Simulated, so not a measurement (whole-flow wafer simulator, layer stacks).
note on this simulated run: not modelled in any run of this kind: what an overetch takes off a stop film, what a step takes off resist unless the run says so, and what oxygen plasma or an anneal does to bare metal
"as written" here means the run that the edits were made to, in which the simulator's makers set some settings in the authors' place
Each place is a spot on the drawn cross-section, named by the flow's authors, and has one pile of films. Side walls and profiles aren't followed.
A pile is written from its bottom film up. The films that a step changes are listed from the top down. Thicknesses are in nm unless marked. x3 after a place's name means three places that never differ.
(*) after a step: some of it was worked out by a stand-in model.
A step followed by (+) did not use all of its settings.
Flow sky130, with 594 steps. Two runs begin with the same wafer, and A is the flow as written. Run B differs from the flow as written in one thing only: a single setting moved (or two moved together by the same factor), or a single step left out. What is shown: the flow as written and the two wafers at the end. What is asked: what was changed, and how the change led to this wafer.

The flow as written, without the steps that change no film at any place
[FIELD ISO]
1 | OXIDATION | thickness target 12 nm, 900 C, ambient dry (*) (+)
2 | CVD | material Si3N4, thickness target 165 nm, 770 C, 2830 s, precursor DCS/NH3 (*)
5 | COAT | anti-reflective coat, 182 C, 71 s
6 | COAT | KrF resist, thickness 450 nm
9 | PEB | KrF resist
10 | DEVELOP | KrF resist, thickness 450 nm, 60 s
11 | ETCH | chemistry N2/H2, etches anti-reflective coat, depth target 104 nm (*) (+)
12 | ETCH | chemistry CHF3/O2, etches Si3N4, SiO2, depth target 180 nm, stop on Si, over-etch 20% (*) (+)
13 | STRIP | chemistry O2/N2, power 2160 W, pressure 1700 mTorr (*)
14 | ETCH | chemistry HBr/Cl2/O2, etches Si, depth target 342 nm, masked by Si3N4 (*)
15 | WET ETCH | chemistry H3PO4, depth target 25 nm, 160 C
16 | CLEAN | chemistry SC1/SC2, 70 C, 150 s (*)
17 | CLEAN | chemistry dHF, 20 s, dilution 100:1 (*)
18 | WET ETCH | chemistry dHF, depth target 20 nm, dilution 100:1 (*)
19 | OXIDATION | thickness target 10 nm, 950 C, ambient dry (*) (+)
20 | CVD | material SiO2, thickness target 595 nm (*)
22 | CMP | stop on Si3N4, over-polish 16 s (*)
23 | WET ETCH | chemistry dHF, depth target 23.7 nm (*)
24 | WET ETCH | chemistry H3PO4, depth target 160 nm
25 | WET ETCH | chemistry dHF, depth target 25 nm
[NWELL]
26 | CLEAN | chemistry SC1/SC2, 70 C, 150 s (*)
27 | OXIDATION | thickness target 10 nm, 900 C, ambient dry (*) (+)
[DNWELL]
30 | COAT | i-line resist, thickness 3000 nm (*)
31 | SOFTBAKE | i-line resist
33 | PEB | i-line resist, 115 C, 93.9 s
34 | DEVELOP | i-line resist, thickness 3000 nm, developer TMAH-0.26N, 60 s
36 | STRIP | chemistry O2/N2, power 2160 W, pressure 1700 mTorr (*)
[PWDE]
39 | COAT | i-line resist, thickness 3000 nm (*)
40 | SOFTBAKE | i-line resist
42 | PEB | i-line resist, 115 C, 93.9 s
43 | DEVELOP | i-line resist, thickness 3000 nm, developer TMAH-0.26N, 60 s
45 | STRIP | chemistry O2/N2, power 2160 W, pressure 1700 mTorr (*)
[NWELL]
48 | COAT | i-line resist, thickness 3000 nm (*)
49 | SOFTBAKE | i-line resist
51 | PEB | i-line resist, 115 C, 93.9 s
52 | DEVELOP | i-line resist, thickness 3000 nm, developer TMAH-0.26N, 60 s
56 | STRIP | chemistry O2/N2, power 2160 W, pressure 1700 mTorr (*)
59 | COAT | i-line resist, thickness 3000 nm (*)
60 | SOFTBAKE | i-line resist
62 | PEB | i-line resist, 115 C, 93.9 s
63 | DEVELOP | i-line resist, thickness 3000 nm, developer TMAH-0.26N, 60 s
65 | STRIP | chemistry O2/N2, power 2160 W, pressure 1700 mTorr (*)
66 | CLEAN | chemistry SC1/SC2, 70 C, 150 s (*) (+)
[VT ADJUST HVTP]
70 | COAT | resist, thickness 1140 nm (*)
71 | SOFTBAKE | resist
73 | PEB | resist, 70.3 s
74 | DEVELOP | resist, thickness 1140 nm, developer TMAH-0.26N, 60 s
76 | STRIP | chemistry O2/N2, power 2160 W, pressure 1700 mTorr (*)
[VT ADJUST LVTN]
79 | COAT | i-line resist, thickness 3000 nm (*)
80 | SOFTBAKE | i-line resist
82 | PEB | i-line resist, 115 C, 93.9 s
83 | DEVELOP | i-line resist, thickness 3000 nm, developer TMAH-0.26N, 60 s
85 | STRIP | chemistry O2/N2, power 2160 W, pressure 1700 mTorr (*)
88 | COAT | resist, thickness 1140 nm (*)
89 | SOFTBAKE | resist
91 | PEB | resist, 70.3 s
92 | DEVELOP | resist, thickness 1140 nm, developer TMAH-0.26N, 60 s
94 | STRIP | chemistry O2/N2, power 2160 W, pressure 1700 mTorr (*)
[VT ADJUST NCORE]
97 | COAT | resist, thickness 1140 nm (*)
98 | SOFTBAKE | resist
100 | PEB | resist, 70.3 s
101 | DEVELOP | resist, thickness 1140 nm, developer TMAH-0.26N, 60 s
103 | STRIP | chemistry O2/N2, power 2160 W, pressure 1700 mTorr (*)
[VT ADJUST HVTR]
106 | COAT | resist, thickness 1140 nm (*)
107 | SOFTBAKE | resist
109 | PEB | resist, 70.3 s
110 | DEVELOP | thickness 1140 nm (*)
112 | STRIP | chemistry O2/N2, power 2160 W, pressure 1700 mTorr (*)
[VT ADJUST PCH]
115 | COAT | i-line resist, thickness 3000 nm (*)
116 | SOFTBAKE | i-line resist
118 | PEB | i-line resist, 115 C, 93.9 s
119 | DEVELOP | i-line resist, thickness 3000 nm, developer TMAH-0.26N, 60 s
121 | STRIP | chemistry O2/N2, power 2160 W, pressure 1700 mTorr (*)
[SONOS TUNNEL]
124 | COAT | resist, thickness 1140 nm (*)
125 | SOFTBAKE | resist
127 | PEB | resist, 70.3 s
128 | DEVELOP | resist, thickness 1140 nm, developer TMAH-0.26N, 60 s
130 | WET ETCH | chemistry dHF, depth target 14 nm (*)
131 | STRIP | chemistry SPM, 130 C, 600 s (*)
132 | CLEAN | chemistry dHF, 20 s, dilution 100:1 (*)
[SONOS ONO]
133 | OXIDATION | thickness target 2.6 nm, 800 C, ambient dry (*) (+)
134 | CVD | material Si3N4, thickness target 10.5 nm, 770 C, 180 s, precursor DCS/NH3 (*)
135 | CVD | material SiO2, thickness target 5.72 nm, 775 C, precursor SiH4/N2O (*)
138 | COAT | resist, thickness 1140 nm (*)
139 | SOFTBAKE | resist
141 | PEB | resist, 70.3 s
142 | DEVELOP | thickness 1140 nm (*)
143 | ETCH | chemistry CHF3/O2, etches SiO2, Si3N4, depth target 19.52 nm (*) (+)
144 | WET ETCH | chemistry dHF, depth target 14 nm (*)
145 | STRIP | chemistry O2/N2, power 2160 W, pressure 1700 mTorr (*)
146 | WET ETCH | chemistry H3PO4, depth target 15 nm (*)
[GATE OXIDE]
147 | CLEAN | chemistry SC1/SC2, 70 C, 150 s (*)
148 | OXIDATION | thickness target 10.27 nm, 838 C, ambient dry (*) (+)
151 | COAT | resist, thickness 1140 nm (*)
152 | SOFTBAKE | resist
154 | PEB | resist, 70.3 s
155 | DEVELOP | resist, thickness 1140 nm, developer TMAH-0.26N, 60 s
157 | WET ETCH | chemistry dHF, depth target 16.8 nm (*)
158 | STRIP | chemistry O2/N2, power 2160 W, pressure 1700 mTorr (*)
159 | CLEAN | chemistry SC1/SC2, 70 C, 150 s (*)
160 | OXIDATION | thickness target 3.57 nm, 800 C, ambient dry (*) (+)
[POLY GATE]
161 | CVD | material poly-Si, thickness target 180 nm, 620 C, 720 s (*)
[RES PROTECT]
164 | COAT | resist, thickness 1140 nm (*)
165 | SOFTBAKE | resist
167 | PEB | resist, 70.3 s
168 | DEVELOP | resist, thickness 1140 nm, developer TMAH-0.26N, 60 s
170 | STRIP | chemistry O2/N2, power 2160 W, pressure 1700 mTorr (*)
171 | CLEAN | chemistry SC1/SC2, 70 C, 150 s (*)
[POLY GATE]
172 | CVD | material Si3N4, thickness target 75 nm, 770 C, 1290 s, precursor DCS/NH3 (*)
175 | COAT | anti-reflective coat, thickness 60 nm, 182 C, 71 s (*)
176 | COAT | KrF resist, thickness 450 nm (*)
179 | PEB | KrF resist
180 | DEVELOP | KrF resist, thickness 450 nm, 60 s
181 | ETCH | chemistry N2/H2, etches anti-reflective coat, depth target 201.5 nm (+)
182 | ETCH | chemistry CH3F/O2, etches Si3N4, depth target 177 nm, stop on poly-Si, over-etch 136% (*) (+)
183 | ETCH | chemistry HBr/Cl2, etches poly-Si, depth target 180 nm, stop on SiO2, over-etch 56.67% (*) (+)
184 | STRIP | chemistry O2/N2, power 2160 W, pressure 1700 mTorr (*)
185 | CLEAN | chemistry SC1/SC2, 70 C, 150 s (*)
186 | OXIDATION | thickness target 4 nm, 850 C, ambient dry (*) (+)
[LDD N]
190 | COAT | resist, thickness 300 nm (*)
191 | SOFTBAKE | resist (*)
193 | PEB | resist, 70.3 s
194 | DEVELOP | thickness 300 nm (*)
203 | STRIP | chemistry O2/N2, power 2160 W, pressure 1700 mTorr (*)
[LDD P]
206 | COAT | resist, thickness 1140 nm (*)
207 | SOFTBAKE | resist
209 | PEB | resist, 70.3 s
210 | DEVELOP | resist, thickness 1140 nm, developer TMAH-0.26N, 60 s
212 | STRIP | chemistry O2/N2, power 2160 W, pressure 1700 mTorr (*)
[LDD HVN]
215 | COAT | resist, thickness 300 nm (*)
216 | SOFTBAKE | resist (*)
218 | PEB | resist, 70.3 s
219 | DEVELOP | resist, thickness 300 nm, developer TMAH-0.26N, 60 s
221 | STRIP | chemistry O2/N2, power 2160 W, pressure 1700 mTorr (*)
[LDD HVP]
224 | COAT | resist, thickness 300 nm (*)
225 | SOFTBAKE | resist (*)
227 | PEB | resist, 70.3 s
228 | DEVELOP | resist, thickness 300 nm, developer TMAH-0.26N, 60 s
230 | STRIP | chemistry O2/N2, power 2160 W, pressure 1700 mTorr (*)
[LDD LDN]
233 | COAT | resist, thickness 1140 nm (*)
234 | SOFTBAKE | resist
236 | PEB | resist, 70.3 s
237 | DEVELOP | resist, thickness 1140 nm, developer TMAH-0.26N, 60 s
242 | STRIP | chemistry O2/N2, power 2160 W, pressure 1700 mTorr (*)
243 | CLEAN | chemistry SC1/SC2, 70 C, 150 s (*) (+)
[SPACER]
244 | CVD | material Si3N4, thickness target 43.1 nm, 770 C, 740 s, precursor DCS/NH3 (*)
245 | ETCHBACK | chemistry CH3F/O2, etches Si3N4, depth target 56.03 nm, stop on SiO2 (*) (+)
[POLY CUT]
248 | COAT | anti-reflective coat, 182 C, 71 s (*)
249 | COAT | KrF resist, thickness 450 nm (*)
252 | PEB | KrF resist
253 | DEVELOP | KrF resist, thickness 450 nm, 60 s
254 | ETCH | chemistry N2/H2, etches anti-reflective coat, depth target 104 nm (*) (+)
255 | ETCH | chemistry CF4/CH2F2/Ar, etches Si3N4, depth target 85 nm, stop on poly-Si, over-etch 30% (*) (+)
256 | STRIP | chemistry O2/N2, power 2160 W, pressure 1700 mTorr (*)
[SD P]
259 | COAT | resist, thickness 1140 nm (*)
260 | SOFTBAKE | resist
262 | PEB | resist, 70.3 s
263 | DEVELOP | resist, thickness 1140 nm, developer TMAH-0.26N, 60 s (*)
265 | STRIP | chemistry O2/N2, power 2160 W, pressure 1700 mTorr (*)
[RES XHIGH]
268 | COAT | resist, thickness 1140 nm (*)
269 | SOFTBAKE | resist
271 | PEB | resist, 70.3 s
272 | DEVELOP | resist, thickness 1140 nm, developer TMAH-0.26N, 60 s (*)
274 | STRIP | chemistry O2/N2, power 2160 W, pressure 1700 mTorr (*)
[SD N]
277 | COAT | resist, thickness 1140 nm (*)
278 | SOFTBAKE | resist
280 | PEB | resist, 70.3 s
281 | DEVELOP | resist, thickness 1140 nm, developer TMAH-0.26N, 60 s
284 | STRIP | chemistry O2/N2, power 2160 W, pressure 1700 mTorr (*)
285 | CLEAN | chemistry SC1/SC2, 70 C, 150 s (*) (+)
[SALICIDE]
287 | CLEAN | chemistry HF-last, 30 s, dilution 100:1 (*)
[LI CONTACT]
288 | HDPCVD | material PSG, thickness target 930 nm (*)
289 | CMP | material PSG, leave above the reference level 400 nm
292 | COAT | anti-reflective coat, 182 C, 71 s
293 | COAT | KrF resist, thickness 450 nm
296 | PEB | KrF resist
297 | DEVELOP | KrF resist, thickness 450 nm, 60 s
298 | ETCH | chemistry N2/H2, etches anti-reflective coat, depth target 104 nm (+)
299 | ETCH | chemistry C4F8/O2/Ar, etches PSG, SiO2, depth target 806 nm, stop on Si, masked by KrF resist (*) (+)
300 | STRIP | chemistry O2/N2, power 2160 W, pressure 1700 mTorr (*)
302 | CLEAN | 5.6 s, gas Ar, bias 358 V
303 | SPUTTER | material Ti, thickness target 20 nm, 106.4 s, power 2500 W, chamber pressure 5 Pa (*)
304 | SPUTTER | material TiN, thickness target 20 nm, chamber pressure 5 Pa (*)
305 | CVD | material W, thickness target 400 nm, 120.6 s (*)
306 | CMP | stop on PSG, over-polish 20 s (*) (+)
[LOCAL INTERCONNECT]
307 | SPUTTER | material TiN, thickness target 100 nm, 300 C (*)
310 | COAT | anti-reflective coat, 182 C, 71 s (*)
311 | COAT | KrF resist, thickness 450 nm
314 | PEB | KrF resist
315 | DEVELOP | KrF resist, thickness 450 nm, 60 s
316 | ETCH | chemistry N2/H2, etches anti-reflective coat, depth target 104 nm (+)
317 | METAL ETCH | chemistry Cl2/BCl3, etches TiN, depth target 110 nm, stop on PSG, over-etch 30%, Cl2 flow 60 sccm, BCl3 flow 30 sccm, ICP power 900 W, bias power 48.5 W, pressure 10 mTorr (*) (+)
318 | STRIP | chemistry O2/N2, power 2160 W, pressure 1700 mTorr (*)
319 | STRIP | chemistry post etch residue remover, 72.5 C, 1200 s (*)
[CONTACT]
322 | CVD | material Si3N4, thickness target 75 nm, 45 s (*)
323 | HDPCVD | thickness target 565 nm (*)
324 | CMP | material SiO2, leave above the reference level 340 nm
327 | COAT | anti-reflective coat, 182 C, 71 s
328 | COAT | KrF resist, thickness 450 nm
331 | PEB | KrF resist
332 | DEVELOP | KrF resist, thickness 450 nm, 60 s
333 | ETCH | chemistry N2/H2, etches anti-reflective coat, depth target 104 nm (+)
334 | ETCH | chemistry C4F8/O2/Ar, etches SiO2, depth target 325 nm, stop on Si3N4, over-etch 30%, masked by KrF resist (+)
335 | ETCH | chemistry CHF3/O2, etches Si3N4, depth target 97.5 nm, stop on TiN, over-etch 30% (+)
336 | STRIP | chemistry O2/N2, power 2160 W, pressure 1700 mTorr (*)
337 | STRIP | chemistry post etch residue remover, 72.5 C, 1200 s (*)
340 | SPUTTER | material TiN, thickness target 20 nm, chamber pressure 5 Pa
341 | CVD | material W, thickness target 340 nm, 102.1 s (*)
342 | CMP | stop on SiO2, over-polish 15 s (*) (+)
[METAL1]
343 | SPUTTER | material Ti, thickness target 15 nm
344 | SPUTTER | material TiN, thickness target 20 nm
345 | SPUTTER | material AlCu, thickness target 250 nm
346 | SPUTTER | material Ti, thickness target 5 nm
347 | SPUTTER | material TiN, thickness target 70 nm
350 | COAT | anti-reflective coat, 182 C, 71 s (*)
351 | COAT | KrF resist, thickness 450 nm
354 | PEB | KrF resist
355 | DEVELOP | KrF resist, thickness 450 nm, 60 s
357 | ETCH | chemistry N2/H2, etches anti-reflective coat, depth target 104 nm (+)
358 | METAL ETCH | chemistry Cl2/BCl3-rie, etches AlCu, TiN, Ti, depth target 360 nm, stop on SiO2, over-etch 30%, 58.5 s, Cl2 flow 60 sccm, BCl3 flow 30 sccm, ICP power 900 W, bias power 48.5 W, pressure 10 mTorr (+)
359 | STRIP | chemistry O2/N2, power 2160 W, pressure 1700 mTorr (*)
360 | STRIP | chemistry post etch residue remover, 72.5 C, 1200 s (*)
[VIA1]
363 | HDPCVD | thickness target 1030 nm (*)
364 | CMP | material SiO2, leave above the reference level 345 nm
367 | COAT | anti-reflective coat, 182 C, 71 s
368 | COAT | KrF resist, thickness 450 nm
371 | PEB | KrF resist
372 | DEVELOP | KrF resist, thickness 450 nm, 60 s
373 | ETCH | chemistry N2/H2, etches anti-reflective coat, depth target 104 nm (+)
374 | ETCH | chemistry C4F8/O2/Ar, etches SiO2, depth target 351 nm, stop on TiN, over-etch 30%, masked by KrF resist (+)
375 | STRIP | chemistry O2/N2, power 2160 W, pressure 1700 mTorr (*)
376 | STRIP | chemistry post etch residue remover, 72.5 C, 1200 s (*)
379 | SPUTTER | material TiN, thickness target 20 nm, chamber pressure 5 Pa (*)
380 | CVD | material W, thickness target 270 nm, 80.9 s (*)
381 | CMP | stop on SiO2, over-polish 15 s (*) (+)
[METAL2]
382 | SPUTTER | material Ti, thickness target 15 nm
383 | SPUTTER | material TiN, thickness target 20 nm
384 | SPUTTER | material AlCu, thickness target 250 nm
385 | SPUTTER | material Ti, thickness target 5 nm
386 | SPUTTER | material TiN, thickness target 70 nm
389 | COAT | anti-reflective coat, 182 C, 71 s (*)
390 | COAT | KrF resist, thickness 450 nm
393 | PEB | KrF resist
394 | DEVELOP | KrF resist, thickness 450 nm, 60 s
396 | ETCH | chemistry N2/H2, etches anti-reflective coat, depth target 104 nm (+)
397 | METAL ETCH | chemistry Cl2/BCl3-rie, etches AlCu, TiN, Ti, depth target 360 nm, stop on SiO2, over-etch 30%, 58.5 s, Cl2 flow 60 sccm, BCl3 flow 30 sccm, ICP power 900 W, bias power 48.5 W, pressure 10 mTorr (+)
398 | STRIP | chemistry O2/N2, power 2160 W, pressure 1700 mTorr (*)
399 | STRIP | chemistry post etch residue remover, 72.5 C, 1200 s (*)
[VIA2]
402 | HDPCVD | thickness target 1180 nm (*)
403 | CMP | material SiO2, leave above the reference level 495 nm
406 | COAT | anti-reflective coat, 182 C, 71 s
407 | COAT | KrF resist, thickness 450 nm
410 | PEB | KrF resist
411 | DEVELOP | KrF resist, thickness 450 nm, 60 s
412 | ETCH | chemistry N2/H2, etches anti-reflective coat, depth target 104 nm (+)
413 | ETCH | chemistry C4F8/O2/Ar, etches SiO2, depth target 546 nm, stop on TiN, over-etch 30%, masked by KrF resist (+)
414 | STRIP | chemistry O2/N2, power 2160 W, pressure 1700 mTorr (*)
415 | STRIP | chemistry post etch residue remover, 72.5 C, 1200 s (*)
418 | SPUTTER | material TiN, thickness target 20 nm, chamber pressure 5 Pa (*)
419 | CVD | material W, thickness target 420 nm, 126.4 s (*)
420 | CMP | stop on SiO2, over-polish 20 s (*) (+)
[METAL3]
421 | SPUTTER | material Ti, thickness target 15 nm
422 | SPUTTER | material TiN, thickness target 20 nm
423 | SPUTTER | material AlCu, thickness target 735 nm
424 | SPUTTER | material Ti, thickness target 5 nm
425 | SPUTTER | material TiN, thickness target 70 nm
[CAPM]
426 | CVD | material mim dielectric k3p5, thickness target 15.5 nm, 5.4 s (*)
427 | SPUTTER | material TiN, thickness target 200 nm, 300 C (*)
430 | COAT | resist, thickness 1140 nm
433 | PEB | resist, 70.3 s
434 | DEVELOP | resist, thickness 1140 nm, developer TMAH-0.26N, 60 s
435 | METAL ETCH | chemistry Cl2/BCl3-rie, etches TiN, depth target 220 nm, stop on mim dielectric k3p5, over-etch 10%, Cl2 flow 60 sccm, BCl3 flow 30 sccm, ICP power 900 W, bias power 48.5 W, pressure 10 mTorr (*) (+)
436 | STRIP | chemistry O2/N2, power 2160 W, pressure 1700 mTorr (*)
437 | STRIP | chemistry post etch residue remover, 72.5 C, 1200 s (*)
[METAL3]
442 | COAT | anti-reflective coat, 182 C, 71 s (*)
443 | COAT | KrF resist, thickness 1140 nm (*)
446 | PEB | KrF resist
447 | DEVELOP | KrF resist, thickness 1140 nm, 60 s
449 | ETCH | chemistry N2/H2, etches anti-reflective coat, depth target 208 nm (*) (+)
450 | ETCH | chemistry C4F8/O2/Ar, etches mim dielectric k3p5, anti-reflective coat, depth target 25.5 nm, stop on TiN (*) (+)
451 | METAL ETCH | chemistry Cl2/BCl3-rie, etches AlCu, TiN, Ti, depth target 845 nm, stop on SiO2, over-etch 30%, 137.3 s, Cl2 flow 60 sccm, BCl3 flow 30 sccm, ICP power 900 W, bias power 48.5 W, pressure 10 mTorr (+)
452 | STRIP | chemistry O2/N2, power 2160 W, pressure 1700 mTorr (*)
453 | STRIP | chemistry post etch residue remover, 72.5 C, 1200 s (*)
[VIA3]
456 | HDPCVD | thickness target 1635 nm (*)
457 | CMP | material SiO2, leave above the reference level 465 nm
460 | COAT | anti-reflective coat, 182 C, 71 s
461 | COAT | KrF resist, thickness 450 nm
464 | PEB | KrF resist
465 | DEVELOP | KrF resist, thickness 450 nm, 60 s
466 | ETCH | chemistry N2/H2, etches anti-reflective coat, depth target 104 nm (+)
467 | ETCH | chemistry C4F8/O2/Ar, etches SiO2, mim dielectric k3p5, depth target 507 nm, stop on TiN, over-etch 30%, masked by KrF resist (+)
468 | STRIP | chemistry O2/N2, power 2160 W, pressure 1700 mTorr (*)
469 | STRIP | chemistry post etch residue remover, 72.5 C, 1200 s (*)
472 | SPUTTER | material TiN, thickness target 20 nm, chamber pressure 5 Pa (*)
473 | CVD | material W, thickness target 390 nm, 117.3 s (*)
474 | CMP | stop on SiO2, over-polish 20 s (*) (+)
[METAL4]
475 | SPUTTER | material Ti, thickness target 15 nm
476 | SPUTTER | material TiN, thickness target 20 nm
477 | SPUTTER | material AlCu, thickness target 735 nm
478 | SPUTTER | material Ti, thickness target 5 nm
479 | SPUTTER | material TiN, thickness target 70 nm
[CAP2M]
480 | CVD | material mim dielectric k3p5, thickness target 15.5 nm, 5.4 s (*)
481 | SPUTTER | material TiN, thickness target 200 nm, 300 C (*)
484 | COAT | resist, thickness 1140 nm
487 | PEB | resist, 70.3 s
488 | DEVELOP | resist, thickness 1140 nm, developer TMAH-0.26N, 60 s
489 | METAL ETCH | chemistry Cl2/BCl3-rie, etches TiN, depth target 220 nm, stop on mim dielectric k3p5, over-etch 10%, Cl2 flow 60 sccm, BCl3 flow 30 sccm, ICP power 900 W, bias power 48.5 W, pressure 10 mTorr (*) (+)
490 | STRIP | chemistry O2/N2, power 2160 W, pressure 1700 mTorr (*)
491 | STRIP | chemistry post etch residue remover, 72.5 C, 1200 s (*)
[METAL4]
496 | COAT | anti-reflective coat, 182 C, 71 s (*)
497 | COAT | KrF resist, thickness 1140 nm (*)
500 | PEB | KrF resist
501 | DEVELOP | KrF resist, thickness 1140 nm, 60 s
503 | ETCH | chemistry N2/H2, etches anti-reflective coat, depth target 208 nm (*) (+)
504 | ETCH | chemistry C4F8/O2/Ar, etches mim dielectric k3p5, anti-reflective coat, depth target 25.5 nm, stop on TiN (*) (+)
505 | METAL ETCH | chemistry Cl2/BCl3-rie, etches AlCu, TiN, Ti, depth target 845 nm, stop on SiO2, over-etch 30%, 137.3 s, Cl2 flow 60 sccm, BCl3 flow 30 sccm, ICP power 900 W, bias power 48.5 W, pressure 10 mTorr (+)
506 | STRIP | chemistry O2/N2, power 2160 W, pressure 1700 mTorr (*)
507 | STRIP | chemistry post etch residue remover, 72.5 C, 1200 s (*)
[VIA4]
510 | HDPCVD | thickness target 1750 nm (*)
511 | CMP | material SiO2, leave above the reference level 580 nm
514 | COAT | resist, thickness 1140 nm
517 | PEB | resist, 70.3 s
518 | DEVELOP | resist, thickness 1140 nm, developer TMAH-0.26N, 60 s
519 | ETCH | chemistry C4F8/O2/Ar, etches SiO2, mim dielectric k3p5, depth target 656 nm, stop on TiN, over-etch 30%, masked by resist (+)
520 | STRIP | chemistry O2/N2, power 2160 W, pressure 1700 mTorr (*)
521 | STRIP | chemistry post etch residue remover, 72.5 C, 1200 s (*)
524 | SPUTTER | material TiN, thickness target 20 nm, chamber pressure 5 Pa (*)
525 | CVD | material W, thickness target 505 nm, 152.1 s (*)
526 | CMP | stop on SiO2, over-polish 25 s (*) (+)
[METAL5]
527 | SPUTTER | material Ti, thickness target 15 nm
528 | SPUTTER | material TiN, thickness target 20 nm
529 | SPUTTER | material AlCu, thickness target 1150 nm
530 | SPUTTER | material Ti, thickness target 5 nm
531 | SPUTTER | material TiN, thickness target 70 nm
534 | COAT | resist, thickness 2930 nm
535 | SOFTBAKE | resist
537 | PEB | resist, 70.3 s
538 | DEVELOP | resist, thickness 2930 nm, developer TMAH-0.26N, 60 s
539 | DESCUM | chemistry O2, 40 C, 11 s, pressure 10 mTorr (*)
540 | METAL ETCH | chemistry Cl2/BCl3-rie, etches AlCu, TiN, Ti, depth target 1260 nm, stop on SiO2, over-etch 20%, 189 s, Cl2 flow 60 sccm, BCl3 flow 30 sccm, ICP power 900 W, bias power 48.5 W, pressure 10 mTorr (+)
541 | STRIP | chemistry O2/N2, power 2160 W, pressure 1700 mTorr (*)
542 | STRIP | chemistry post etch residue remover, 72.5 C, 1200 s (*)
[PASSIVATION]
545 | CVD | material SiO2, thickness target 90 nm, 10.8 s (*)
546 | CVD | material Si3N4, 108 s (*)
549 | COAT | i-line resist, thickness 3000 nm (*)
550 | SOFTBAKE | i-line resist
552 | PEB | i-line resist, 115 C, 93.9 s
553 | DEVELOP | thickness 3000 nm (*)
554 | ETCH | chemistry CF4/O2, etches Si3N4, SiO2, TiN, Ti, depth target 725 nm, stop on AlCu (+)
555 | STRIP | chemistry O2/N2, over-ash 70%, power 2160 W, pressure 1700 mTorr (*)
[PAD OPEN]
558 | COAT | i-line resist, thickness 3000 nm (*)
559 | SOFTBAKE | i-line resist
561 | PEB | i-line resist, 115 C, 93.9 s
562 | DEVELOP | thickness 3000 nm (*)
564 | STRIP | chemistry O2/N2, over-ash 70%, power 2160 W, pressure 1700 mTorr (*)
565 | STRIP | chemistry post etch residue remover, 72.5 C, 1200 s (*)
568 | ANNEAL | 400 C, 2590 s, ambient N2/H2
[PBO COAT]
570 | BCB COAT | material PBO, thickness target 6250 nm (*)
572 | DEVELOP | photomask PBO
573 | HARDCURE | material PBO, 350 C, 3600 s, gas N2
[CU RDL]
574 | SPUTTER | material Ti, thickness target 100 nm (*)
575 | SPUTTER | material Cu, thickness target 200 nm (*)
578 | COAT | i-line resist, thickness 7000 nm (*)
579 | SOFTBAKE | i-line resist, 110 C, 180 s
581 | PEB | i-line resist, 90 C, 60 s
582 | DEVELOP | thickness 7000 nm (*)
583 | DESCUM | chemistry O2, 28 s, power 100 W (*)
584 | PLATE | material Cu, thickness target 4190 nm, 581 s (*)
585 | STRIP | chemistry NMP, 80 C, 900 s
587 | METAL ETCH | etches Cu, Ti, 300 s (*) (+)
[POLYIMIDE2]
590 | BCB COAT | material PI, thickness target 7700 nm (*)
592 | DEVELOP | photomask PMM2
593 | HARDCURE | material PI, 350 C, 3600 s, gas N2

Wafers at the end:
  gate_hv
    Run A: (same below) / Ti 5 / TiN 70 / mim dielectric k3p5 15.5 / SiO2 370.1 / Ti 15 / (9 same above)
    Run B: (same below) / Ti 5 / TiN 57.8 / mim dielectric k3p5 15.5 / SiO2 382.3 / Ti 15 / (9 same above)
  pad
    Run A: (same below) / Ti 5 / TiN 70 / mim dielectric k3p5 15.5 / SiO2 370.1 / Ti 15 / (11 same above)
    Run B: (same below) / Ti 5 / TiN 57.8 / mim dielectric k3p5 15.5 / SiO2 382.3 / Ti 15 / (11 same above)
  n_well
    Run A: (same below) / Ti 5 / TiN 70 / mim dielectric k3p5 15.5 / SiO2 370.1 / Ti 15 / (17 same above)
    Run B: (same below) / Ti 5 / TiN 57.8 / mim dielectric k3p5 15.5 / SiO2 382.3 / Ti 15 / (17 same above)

Cause: step 425, SPUTTER: thickness target 57.8 nm was run, while the flow as written has thickness target 70 nm.
The wafer lets one read it off: gate_hv has TiN 57.8, and step 425 as written asks for 70 nm.

Step by step, how the change led to this:
  425 | SPUTTER | material TiN, thickness target 70 nm
      field, active, n_well and 188 more: A +70 TiN (new film) | B +57.8 TiN (new film)
  451 | METAL ETCH | chemistry Cl2/BCl3-rie, etches AlCu, TiN, Ti, depth target 845 nm, stop on SiO2, over-etch 30%, 137.3 s, Cl2 flow 60 sccm, BCl3 flow 30 sccm, ICP power 900 W, bias power 48.5 W, pressure 10 mTorr (+)
      field, gate, spacer and 68 more: A -70 TiN (all of it), -5 Ti (all of it), -735 AlCu (all of it), -20 TiN (all of it), -15 Ti (all of it), -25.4 SiO2 | B -57.8 TiN (all of it), -5 Ti (all of it), -735 AlCu (all of it), -20 TiN (all of it), -15 Ti (all of it), -26.6 SiO2
      active, vpp_ln, vpp_iso2 and 11 more: A -70 TiN (all of it), -5 Ti (all of it), -735 AlCu (all of it), -20 TiN (all of it), -15 Ti (all of it), -25.3 SiO2 | B -57.8 TiN (all of it), -5 Ti (all of it), -735 AlCu (all of it), -20 TiN (all of it), -15 Ti (all of it), -26.6 SiO2
  467 | ETCH | chemistry C4F8/O2/Ar, etches SiO2, mim dielectric k3p5, depth target 507 nm, stop on TiN, over-etch 30%, masked by KrF resist (+)
      m1: A -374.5 SiO2 (all of it), -15.5 mim dielectric k3p5 (all of it) | B -386.7 SiO2 (all of it), -15.5 mim dielectric k3p5 (all of it)
      via3_hole: A -373.9 SiO2 (all of it), -15.5 mim dielectric k3p5 (all of it) | B -386.1 SiO2 (all of it), -15.5 mim dielectric k3p5 (all of it)
